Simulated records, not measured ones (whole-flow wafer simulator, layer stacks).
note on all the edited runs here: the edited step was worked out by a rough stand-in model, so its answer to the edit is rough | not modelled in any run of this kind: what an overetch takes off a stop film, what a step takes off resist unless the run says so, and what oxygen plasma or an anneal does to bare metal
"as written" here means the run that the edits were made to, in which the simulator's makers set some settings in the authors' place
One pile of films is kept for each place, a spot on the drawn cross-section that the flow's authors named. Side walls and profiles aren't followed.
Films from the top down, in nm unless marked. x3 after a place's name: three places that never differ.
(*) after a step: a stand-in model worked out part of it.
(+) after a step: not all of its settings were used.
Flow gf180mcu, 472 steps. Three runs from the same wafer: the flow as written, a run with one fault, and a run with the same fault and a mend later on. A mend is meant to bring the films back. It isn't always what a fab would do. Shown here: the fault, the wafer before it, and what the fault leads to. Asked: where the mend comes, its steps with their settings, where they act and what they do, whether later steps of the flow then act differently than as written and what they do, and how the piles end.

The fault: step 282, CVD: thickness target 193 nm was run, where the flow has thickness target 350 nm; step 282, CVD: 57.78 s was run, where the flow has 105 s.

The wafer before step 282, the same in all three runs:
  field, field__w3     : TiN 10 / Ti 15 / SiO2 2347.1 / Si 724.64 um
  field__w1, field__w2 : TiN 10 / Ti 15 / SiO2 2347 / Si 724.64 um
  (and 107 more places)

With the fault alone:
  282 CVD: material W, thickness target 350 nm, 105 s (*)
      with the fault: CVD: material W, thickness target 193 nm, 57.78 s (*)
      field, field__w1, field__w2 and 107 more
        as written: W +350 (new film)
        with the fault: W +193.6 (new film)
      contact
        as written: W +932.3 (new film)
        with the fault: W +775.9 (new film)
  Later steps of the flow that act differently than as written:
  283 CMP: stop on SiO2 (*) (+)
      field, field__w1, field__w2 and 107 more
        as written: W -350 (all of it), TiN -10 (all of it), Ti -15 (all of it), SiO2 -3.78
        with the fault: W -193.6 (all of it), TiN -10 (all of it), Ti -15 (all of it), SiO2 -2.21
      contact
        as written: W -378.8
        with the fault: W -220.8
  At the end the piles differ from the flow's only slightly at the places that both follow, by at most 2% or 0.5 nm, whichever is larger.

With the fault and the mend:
  The mend comes after step 282.
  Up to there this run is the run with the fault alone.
  282a CVD: material W, thickness target 157 nm, 47.12 s (the flow's step 282 once more, with other settings)
      field, field__w1, field__w2 and 108 more
        W +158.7
  No later step of the flow acts differently than as written, at any place that is followed, by more than 2% or 0.5 nm, whichever is larger.
  At the end the piles differ from the flow's only slightly at the places that both follow, by at most 2% or 0.5 nm, whichever is larger.
